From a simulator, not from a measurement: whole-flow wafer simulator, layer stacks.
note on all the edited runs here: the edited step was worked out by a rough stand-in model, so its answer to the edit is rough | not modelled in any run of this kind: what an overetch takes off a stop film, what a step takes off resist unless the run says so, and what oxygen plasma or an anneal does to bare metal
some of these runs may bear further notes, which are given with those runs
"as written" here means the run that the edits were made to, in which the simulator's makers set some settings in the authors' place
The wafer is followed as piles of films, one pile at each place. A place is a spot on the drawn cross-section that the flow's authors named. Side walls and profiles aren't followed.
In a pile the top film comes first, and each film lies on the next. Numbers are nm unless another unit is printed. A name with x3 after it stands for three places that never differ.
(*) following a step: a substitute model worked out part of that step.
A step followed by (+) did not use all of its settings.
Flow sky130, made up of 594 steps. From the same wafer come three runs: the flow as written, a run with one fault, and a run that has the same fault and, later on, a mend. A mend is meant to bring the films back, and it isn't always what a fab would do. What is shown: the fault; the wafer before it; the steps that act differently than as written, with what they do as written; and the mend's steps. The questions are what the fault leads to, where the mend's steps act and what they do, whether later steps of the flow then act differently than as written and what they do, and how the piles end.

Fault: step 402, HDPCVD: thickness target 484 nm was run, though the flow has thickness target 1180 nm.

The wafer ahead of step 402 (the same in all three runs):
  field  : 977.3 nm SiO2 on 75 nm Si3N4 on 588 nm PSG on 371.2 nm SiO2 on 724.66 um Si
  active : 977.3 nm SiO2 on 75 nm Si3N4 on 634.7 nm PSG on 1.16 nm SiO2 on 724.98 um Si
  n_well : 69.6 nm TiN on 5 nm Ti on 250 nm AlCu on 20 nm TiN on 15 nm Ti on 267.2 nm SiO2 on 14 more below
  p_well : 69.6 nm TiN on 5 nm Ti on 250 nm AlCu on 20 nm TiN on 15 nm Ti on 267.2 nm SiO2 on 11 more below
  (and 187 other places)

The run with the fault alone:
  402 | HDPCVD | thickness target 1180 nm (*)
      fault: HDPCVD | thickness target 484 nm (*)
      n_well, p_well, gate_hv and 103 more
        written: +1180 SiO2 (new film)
        fault: +484 SiO2 (new film)
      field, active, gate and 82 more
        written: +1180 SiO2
        fault: +484 SiO2
  Later steps of the flow acting differently than as written (22 other steps are not shown; they differ only slightly, by no more than 2% or 0.5 nm, whichever is larger):
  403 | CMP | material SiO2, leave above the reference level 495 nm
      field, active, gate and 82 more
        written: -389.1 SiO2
        fault: nothing
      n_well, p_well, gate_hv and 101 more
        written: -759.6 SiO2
        fault: -63.6 SiO2
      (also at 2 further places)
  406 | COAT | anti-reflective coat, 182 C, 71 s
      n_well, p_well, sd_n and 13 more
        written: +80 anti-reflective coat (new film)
        fault: +3 anti-reflective coat (new film)
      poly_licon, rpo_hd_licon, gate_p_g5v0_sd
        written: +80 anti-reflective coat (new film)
        fault: +46.3 anti-reflective coat (new film)
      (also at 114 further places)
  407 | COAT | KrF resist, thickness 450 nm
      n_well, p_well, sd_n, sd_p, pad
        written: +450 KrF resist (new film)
        fault: +175.9 KrF resist (new film)
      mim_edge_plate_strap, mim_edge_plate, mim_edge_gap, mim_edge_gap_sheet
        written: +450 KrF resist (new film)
        fault: +404.5 KrF resist (new film)
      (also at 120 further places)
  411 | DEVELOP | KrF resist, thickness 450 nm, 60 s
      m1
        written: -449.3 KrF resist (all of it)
        fault: -336 KrF resist (all of it)
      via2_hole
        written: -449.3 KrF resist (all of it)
        fault: -226.4 KrF resist (all of it)
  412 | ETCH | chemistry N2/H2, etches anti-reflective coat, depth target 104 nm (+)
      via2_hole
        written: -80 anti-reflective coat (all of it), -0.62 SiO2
        fault: -32 anti-reflective coat (all of it)
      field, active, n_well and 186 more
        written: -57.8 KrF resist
        fault: -17.8 KrF resist
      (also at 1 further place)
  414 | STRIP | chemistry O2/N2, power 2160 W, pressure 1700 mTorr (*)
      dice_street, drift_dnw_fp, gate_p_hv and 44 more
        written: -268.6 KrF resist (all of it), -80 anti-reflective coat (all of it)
        fault: -308.6 KrF resist (all of it), -80 anti-reflective coat (all of it)
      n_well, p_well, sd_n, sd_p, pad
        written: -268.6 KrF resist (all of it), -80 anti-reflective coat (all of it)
        fault: -34.9 KrF resist (all of it), -3 anti-reflective coat (all of it)
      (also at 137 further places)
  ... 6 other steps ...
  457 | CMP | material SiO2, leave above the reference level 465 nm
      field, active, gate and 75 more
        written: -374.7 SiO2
        fault: -393.2 SiO2
  The piles end different from the flow's at field, active, gate and 85 more by more than 2% or 0.5 nm, whichever is larger.
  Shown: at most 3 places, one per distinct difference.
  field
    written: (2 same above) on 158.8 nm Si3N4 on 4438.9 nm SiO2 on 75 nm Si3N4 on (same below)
    fault: (2 same above) on 158.8 nm Si3N4 on 2681.9 nm SiO2 on 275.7 nm W on 20 nm TiN on 1461.3 nm SiO2 on 75 nm Si3N4 on (same below)
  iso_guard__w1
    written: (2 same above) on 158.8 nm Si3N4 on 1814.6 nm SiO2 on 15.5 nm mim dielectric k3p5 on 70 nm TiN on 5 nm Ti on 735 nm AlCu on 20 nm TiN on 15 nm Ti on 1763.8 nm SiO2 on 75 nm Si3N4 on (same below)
    fault: (2 same above) on 158.8 nm Si3N4 on 1815.2 nm SiO2 on 15.5 nm mim dielectric k3p5 on 70 nm TiN on 5 nm Ti on 735 nm AlCu on 20 nm TiN on 15 nm Ti on 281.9 nm W on 20 nm TiN on 1461.3 nm SiO2 on 75 nm Si3N4 on (same below)
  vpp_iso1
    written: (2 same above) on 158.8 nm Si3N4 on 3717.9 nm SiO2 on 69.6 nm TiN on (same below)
    fault: (2 same above) on 158.8 nm Si3N4 on 2681.9 nm SiO2 on 275.7 nm W on 20 nm TiN on 740.3 nm SiO2 on 69.6 nm TiN on (same below)

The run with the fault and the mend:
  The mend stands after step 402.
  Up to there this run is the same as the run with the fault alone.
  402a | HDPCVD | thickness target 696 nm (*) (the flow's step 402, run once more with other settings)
      field, active, n_well and 188 more
        +696 SiO2
  None of the later steps of the flow differs from how it acts as written, at any place that is followed, by more than 2% or 0.5 nm, whichever is larger.
  By the end, the piles equal the flow's at every place that both follow.
